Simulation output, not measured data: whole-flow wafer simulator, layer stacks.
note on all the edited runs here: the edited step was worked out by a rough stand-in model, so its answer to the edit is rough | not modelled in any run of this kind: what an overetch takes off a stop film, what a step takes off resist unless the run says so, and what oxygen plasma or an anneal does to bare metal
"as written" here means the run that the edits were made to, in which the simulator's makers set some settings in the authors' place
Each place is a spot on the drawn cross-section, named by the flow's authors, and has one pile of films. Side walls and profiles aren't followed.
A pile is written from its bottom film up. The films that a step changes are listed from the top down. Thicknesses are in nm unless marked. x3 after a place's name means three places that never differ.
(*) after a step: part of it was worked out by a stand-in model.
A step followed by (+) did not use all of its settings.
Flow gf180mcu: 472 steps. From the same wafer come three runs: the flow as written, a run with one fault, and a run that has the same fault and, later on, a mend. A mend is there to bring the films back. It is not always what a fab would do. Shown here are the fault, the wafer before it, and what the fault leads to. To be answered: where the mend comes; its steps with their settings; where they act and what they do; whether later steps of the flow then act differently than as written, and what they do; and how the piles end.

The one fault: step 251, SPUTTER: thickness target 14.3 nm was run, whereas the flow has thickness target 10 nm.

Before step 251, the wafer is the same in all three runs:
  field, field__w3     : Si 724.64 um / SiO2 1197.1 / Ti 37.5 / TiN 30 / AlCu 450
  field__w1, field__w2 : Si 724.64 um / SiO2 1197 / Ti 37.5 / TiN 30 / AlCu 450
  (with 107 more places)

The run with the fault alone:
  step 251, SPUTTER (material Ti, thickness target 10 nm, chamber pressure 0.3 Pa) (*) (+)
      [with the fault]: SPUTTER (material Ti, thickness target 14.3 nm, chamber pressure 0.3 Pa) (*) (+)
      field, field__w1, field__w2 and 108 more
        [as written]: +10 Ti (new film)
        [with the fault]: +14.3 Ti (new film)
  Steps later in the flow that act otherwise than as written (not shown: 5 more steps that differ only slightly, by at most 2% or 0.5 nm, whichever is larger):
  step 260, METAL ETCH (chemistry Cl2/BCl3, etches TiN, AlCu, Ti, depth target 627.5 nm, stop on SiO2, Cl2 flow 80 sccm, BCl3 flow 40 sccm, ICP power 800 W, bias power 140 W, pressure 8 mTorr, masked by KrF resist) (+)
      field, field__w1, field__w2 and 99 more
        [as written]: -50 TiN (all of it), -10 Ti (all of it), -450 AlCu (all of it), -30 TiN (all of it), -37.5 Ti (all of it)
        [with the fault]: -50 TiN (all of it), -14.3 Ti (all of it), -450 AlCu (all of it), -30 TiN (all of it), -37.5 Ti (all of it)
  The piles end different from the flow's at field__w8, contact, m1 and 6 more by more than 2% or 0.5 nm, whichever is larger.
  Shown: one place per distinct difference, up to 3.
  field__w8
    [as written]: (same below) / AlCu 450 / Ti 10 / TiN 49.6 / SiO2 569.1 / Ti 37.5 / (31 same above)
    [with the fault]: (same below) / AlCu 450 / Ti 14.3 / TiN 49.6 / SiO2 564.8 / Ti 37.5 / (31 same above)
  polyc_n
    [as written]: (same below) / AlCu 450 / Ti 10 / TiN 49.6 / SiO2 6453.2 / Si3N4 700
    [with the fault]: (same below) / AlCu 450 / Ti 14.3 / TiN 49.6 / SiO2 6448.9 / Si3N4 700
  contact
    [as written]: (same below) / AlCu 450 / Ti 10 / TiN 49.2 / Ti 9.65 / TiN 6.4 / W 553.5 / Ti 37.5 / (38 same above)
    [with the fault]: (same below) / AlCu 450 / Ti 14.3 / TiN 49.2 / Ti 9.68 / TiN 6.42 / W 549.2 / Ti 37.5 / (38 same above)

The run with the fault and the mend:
  The mend follows step 251.
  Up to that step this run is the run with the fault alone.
  step 251a, METAL ETCH (chemistry Cl2/BCl3, etches TiN, AlCu, Ti, depth target 4.3 nm, Cl2 flow 80 sccm, BCl3 flow 40 sccm, ICP power 800 W, bias power 140 W, pressure 8 mTorr)
      field, field__w1, field__w2 and 108 more
        -4.3 Ti
  Later steps of the flow that are run all act as written at every place that is followed.
  At every place that both follow, the piles at the end match the flow's.
